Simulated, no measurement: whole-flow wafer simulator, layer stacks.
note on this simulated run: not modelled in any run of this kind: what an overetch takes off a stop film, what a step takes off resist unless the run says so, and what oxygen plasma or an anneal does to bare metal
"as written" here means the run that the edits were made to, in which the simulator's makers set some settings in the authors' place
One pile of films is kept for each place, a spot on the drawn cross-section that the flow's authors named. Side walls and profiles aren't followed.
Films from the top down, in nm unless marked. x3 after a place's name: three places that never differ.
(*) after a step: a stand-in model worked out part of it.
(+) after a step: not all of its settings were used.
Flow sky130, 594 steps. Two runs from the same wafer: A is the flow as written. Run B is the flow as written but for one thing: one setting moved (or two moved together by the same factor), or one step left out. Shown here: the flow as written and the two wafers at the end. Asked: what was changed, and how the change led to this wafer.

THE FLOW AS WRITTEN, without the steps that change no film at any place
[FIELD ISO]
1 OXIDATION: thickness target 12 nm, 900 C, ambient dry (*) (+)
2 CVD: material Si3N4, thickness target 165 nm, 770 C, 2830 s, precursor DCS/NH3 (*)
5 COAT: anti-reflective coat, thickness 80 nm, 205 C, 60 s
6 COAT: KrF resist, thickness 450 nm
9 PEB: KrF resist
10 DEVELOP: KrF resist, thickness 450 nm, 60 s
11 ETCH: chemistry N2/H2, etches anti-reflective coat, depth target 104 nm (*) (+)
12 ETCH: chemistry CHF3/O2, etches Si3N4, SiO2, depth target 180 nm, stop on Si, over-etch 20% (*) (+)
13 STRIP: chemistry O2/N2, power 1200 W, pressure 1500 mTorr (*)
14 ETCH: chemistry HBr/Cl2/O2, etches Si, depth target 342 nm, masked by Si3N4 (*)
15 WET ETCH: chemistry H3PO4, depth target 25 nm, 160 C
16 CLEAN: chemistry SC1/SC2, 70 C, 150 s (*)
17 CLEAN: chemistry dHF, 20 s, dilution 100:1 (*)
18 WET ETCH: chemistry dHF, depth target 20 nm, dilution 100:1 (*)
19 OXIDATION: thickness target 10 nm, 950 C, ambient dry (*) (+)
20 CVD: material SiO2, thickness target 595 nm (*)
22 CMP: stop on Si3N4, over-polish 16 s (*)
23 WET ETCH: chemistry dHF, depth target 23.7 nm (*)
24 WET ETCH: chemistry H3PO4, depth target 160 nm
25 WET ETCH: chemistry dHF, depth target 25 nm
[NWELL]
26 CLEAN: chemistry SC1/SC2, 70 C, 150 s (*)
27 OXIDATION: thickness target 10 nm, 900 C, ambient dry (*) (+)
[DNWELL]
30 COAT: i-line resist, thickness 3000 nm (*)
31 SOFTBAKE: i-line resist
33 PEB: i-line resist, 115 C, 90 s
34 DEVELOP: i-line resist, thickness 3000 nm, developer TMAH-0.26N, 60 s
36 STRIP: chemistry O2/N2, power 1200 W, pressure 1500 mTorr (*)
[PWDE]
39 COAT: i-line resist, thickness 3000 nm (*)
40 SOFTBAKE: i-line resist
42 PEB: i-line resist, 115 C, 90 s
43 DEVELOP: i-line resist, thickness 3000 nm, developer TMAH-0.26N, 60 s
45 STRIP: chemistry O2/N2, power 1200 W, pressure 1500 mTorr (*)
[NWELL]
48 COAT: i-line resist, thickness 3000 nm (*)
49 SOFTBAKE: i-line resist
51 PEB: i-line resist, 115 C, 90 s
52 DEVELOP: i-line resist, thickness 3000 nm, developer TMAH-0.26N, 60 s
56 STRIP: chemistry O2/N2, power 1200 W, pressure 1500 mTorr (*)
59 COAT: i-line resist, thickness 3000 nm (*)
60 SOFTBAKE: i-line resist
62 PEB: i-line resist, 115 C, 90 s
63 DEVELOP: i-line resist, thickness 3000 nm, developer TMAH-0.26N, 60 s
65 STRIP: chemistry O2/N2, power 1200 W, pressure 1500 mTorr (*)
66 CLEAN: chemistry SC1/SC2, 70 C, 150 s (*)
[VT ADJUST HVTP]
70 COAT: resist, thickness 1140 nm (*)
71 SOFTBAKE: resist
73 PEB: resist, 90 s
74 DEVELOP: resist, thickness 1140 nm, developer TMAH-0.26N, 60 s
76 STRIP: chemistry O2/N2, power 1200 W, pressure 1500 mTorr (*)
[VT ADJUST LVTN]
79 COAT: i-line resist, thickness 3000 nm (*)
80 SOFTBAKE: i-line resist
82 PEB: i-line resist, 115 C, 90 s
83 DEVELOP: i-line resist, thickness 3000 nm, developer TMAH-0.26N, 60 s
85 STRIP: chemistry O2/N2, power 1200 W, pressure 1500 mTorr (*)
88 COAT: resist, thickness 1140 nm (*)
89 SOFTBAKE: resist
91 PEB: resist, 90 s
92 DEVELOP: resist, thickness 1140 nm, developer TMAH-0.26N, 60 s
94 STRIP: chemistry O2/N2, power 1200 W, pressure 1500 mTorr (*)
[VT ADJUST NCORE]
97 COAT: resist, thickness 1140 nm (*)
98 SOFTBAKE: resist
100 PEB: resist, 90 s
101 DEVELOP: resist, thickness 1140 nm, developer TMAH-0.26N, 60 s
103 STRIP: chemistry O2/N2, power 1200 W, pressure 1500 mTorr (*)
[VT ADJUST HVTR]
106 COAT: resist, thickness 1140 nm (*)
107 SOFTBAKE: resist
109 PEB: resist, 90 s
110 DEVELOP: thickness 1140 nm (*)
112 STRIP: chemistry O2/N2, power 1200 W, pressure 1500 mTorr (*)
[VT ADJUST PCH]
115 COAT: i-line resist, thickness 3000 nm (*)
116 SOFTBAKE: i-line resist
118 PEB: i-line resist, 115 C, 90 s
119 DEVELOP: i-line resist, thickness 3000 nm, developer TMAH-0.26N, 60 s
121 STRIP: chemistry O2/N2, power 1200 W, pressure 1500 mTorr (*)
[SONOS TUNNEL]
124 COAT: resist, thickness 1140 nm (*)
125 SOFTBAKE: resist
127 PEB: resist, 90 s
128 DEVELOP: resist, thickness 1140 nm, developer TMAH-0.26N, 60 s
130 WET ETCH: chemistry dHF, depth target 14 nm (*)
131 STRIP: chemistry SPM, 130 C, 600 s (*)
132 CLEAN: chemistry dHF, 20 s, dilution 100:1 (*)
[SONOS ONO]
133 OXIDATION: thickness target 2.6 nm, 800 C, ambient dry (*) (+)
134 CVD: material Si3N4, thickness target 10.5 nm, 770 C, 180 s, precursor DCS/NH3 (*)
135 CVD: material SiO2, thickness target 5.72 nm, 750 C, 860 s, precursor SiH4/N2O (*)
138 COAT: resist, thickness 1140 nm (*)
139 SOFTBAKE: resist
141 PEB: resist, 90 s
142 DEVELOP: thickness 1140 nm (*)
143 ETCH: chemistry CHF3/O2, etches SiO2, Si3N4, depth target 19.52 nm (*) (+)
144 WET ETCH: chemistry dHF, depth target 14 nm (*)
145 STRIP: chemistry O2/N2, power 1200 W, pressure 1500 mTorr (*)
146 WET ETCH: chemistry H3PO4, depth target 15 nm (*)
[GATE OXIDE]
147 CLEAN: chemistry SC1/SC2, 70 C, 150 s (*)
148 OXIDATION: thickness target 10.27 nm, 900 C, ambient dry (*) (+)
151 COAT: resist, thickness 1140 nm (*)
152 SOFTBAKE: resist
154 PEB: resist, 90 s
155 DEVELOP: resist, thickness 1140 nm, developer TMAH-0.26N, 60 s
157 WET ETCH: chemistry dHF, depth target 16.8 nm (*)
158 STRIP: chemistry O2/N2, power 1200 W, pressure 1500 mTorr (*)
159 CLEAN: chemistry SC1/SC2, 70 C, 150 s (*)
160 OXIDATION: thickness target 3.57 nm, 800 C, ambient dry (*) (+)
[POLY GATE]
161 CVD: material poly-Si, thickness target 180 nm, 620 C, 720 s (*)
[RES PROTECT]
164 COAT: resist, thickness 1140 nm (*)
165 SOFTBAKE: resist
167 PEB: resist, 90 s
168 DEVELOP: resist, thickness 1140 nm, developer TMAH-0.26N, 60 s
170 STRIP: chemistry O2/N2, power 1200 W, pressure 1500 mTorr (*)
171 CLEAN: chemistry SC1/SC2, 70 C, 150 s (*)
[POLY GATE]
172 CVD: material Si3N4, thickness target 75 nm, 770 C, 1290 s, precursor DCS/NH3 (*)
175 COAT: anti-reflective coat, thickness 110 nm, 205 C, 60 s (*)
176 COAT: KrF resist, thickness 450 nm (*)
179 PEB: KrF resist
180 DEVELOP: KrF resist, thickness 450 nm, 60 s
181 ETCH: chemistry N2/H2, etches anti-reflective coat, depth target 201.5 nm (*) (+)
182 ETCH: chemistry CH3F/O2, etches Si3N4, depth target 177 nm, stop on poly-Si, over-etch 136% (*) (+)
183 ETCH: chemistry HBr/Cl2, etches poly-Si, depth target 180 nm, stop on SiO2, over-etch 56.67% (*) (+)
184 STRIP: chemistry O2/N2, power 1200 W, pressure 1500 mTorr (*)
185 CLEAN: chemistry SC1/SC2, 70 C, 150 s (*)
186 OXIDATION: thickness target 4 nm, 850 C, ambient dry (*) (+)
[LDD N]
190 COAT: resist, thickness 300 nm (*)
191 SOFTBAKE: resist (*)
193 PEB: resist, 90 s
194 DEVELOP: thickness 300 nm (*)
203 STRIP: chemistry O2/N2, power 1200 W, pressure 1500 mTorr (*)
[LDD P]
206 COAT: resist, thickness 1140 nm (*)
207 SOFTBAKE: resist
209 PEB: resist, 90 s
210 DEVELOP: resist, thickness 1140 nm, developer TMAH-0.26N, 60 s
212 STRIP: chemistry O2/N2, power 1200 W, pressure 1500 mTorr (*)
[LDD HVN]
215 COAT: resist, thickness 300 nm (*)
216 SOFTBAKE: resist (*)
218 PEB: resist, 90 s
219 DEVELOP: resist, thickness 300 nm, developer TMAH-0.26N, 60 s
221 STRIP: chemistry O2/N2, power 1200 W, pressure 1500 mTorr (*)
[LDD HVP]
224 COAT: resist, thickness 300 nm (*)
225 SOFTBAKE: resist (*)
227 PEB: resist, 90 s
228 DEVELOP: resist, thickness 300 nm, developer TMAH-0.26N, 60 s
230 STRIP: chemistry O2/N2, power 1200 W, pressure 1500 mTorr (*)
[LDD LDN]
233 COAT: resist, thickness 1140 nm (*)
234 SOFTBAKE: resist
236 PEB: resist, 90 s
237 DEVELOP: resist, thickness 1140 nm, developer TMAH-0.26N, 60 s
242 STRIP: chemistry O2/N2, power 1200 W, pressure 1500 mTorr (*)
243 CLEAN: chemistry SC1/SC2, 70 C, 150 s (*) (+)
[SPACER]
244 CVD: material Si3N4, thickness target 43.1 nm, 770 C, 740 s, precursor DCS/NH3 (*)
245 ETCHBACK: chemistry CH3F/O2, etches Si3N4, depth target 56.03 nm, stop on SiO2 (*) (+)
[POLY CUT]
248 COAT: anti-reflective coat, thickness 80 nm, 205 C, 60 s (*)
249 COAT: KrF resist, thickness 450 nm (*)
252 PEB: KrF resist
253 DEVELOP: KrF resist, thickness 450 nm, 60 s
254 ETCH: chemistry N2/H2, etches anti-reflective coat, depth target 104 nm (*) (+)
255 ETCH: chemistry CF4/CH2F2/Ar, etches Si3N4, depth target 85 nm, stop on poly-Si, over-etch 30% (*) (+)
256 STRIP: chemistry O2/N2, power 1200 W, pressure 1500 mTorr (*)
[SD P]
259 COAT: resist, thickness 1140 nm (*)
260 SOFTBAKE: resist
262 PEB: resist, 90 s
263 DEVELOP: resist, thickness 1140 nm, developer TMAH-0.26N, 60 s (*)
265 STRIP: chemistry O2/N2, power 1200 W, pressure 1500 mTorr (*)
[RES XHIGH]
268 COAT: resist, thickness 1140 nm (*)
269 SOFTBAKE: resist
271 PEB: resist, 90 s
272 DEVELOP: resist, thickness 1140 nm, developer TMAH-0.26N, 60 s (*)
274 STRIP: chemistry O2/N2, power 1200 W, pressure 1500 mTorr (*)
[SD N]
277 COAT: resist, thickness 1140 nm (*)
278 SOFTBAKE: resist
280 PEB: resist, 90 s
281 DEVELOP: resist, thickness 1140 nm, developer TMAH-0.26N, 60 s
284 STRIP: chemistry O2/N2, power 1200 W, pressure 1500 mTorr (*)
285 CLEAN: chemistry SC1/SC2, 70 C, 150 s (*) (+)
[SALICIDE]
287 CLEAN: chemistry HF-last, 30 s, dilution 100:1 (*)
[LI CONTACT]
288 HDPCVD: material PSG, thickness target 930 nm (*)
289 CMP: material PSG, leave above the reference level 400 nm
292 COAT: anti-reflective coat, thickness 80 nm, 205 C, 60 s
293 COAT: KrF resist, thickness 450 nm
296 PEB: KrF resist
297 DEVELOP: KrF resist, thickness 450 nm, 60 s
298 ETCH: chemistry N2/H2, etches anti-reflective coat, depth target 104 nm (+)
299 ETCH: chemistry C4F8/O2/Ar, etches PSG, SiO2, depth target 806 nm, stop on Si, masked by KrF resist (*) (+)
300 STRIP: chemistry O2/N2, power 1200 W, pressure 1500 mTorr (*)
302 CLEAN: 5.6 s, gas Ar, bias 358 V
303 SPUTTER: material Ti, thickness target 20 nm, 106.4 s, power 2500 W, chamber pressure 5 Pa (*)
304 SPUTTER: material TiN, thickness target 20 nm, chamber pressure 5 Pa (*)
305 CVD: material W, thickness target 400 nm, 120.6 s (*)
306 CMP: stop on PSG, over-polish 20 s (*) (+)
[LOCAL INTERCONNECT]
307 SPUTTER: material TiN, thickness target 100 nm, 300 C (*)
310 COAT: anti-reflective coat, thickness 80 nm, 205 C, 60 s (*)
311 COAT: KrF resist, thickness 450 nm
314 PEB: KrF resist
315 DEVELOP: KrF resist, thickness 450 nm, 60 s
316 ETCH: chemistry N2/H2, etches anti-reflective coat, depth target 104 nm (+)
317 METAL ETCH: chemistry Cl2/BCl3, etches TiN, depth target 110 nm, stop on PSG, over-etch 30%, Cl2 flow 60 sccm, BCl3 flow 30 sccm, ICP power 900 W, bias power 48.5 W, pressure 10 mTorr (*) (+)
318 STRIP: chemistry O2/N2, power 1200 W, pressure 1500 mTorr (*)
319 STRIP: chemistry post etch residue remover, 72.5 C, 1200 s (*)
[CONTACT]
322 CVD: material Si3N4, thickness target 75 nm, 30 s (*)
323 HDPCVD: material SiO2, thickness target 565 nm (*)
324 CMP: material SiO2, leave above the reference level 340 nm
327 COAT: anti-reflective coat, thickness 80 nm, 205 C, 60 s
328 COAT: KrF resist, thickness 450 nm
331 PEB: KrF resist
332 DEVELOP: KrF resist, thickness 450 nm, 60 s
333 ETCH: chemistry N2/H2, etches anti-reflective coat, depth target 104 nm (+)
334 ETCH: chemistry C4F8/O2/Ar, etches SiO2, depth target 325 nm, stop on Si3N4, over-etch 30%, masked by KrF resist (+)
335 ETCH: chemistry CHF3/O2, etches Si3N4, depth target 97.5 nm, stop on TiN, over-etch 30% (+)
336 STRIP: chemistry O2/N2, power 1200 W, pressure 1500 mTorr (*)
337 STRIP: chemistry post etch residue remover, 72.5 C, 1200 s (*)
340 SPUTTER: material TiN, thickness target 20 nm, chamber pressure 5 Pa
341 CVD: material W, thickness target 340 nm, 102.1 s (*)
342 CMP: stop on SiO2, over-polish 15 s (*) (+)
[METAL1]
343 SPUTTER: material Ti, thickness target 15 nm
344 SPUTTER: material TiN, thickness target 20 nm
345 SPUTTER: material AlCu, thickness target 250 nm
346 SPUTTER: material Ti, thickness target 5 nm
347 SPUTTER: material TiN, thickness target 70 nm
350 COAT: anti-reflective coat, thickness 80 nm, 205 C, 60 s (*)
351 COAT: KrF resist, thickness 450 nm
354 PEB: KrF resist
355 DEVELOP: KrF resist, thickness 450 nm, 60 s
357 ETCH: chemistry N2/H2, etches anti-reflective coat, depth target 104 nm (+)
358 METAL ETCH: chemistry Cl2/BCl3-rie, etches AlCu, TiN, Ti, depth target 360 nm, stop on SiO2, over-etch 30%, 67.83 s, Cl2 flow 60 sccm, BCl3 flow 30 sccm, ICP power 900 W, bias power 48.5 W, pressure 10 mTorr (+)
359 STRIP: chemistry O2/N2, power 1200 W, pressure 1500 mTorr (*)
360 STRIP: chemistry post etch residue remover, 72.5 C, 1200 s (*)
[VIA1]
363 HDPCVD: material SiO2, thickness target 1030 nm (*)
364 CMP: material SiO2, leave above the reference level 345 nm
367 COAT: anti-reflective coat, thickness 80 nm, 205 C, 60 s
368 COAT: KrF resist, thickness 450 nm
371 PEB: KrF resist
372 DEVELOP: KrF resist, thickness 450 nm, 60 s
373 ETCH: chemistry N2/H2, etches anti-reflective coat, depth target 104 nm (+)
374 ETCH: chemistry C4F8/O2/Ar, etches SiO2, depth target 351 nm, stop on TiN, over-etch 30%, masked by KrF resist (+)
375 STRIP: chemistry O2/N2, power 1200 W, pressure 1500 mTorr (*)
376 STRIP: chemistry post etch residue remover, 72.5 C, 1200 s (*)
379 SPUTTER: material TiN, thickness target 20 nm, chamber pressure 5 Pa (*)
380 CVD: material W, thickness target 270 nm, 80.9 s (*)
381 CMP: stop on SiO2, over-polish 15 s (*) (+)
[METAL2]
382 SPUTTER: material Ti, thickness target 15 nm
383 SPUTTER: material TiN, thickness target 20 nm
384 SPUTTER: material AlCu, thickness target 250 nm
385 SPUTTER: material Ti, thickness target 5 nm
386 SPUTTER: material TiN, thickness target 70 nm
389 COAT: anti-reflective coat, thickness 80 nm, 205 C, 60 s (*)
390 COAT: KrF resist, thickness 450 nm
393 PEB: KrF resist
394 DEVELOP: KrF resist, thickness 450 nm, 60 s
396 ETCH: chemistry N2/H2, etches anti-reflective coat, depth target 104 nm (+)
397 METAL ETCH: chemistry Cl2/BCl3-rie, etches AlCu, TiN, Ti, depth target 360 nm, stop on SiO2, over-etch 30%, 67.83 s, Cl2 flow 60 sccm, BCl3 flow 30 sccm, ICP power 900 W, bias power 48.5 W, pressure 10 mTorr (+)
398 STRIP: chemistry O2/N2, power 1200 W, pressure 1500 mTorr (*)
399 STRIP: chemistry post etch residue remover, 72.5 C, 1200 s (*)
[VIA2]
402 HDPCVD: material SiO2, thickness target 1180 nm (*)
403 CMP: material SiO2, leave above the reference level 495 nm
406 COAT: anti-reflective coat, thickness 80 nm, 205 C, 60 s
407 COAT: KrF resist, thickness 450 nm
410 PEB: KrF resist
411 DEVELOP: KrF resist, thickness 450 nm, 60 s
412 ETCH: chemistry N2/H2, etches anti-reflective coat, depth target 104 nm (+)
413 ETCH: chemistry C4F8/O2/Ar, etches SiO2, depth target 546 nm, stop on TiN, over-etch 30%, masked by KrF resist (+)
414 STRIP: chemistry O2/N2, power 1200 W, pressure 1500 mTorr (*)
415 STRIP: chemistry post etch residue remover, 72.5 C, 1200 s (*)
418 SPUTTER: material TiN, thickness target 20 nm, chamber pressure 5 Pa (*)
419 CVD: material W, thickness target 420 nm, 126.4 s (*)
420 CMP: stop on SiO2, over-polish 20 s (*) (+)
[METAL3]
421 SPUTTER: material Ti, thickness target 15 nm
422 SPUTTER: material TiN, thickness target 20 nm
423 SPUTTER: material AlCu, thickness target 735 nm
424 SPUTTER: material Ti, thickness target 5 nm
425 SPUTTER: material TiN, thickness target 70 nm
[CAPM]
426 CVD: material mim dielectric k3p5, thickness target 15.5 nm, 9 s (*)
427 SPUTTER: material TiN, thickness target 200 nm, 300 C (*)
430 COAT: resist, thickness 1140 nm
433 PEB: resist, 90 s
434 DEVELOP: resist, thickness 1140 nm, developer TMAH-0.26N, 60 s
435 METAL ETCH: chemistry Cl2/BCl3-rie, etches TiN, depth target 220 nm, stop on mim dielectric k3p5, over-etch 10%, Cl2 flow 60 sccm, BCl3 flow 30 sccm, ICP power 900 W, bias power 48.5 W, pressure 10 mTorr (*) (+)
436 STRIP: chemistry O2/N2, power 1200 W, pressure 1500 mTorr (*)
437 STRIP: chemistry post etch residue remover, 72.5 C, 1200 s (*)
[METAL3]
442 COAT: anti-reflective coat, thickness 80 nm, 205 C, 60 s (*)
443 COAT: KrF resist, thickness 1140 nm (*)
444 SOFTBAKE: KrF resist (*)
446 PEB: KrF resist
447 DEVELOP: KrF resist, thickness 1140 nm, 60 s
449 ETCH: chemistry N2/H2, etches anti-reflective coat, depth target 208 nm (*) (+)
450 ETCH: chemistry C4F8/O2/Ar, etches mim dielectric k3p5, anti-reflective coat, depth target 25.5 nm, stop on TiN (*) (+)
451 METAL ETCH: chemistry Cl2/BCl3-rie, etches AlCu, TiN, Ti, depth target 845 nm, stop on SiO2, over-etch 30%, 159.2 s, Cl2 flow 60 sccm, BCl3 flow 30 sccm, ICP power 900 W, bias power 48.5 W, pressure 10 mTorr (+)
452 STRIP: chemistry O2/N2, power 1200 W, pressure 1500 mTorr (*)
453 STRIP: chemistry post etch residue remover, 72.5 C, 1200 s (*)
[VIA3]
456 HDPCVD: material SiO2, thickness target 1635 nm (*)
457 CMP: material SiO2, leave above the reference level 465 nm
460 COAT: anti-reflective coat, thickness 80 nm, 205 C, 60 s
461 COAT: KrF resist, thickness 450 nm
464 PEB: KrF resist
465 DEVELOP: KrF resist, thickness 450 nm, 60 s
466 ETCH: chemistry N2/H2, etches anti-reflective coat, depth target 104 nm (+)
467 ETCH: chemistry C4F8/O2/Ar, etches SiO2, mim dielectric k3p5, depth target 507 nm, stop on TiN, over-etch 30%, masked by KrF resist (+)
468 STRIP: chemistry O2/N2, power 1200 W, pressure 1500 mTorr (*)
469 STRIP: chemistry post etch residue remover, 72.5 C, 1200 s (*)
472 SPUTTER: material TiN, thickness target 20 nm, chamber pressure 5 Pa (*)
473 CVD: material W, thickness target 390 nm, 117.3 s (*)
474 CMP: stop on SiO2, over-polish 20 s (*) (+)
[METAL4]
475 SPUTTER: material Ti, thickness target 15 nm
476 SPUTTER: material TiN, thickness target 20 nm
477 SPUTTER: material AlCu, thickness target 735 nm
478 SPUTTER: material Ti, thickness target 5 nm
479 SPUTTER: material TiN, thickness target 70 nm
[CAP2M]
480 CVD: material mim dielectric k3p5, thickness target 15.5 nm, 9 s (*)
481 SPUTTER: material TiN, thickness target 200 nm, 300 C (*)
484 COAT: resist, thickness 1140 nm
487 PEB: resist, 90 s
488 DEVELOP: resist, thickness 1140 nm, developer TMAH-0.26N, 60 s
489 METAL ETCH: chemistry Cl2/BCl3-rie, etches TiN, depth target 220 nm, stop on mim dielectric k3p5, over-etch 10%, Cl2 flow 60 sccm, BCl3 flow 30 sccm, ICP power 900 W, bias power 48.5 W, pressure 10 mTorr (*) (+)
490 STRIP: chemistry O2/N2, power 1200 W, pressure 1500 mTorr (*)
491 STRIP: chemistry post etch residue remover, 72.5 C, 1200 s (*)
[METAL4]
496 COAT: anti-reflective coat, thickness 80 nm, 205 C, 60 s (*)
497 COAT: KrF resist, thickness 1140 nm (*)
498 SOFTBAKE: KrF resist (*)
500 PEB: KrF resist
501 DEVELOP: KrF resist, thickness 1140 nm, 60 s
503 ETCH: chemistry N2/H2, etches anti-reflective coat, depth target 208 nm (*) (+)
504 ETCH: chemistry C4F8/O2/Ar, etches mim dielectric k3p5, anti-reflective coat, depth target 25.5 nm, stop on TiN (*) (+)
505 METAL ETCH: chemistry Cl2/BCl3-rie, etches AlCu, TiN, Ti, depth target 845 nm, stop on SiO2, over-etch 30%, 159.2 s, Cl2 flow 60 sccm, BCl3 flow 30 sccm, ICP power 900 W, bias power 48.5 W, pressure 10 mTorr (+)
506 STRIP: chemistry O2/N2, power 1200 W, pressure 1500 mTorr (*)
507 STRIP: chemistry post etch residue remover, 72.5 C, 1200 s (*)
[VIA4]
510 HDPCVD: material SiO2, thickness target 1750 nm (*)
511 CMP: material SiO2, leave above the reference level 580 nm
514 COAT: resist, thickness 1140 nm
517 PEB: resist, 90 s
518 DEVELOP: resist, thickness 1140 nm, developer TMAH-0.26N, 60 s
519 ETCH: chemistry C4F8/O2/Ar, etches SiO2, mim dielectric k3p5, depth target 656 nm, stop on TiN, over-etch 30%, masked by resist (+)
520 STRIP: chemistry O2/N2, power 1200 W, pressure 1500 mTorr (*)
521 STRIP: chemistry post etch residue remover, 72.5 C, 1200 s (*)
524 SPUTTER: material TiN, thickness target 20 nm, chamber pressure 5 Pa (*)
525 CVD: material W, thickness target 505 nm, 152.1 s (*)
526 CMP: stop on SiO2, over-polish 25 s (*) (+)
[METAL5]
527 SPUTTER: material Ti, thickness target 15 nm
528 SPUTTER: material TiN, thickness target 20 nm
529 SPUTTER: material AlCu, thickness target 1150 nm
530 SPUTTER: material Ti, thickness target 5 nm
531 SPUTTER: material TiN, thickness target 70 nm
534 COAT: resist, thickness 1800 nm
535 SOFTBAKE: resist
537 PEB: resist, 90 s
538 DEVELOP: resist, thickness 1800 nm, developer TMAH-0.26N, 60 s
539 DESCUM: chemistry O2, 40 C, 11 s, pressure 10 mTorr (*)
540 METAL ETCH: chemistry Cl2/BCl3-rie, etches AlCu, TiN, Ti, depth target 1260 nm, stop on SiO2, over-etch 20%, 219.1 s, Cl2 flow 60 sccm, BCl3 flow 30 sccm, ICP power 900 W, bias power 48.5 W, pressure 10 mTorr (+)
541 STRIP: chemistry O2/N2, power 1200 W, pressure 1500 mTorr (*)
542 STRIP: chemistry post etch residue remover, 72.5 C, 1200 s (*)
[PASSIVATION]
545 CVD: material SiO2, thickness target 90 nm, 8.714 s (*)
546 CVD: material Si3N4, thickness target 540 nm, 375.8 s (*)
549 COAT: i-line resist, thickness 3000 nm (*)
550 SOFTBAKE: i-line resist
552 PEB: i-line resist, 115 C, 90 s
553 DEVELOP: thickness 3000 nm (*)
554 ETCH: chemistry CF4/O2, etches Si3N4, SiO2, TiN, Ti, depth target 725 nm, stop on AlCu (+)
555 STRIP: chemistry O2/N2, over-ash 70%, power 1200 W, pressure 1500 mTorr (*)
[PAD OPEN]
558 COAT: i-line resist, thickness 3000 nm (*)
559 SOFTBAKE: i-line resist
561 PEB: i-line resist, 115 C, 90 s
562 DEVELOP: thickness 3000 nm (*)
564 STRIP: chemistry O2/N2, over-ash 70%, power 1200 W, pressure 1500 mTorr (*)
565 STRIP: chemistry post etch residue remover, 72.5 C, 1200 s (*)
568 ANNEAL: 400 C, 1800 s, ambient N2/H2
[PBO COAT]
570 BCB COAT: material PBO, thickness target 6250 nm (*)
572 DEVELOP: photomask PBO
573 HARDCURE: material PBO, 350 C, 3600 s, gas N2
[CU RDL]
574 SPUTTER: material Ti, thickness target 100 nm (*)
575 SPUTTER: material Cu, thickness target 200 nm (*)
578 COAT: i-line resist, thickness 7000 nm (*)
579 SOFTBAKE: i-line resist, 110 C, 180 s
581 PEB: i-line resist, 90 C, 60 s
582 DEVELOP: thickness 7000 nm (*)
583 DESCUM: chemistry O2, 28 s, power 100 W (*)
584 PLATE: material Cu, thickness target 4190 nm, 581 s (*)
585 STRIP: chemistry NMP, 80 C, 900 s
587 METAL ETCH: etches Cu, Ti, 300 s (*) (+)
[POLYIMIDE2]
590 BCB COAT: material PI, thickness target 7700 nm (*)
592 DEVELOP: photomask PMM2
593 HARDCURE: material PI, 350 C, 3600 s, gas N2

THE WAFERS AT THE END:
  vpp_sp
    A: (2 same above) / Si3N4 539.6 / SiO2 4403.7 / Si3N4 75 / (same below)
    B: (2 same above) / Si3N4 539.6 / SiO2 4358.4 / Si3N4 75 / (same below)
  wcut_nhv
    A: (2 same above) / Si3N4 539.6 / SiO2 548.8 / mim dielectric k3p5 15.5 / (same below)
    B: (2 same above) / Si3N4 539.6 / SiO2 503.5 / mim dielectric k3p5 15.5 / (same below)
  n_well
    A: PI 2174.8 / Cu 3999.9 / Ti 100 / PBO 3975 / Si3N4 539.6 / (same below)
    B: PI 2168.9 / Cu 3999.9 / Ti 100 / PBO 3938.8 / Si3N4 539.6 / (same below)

The cause: step 540, METAL ETCH: depth target 1638 nm was run, where the flow has depth target 1260 nm.

How the change led to this, step by step:
  540 METAL ETCH: chemistry Cl2/BCl3-rie, etches AlCu, TiN, Ti, depth target 1260 nm, stop on SiO2, over-etch 20%, 219.1 s, Cl2 flow 60 sccm, BCl3 flow 30 sccm, ICP power 900 W, bias power 48.5 W, pressure 10 mTorr (+)
      field, active, gate and 175 more: A TiN -70 (all of it), Ti -5 (all of it), AlCu -1150 (all of it), TiN -20 (all of it), Ti -15 (all of it), SiO2 -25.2 | B TiN -70 (all of it), Ti -5 (all of it), AlCu -1150 (all of it), TiN -20 (all of it), Ti -15 (all of it), SiO2 -70.6
      n_well, p_well, sd_n and 12 more: A resist -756 | B resist -982.8
  541 STRIP: chemistry O2/N2, power 1200 W, pressure 1500 mTorr (*)
      n_well, p_well, sd_n and 9 more: A resist -926.4 (all of it) | B resist -699.6 (all of it)
      m1: A resist -928.4 (all of it) | B resist -701.6 (all of it)
      (and at 2 more places)
  549 COAT: i-line resist, thickness 3000 nm (*)
      n_well, p_well, sd_n, sd_p, pad: A i-line resist +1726 (new film) | B i-line resist +1681 (new film)
  550 SOFTBAKE: i-line resist
      rpm_encl_psd, rpm_encl_urpm: A i-line resist -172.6 | B i-line resist -180.7
      field: A i-line resist -187.2 | B i-line resist -192.9
      (and at 69 more places)
  552 PEB: i-line resist, 115 C, 90 s
      ndiff_licon_rim, ndiff_licon: A i-line resist -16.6 | B i-line resist -16
      ndiff_licon_cpp: A i-line resist -16.5 | B i-line resist -15.9
  553 DEVELOP: thickness 3000 nm (*)
      pad: A i-line resist -1709.9 (all of it) | B i-line resist -1665.5 (all of it)
  555 STRIP: chemistry O2/N2, over-ash 70%, power 1200 W, pressure 1500 mTorr (*)
      n_well, p_well, sd_n, sd_p: A i-line resist -1226.6 (all of it) | B i-line resist -1182.2 (all of it)
      m1: A i-line resist -1258.7 (all of it) | B i-line resist -1215.5 (all of it)
      (and at 8 more places)
  558 COAT: i-line resist, thickness 3000 nm (*)
      n_well, p_well, sd_n, sd_p: A i-line resist +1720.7 (new film) | B i-line resist +1675.5 (new film)
  559 SOFTBAKE: i-line resist
      iso_guard, npn_par_e: A i-line resist +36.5 | B i-line resist +38.2
      rpm_encl_psd, rpm_encl_urpm: A i-line resist -172.6 | B i-line resist -180.7
      (and at 73 more places)
  561 PEB: i-line resist, 115 C, 90 s
      ndiff_licon_rim, ndiff_licon: A i-line resist -16.6 | B i-line resist -16
      pad: A i-line resist -25.5 | B i-line resist -24.9
      (and at 1 more place)
  564 STRIP: chemistry O2/N2, over-ash 70%, power 1200 W, pressure 1500 mTorr (*)
      n_well, p_well, sd_n, sd_p: A i-line resist -1704.7 (all of it) | B i-line resist -1660.1 (all of it)
      m1: A i-line resist -1742.1 (all of it) | B i-line resist -1698.8 (all of it)
      (and at 8 more places)
  578 COAT: i-line resist, thickness 7000 nm (*)
      pad: A i-line resist +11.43 um (new film) | B i-line resist +11.39 um (new film)
  579 SOFTBAKE: i-line resist, 110 C, 180 s
      ndiff_licon_rim, ndiff_licon: A i-line resist -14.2 | B i-line resist -14.8
      mim: A i-line resist -25.2 | B i-line resist -26.3
      (and at 22 more places)
  582 DEVELOP: thickness 7000 nm (*)
      pad: A i-line resist -11.43 um (all of it) | B i-line resist -11.39 um (all of it)
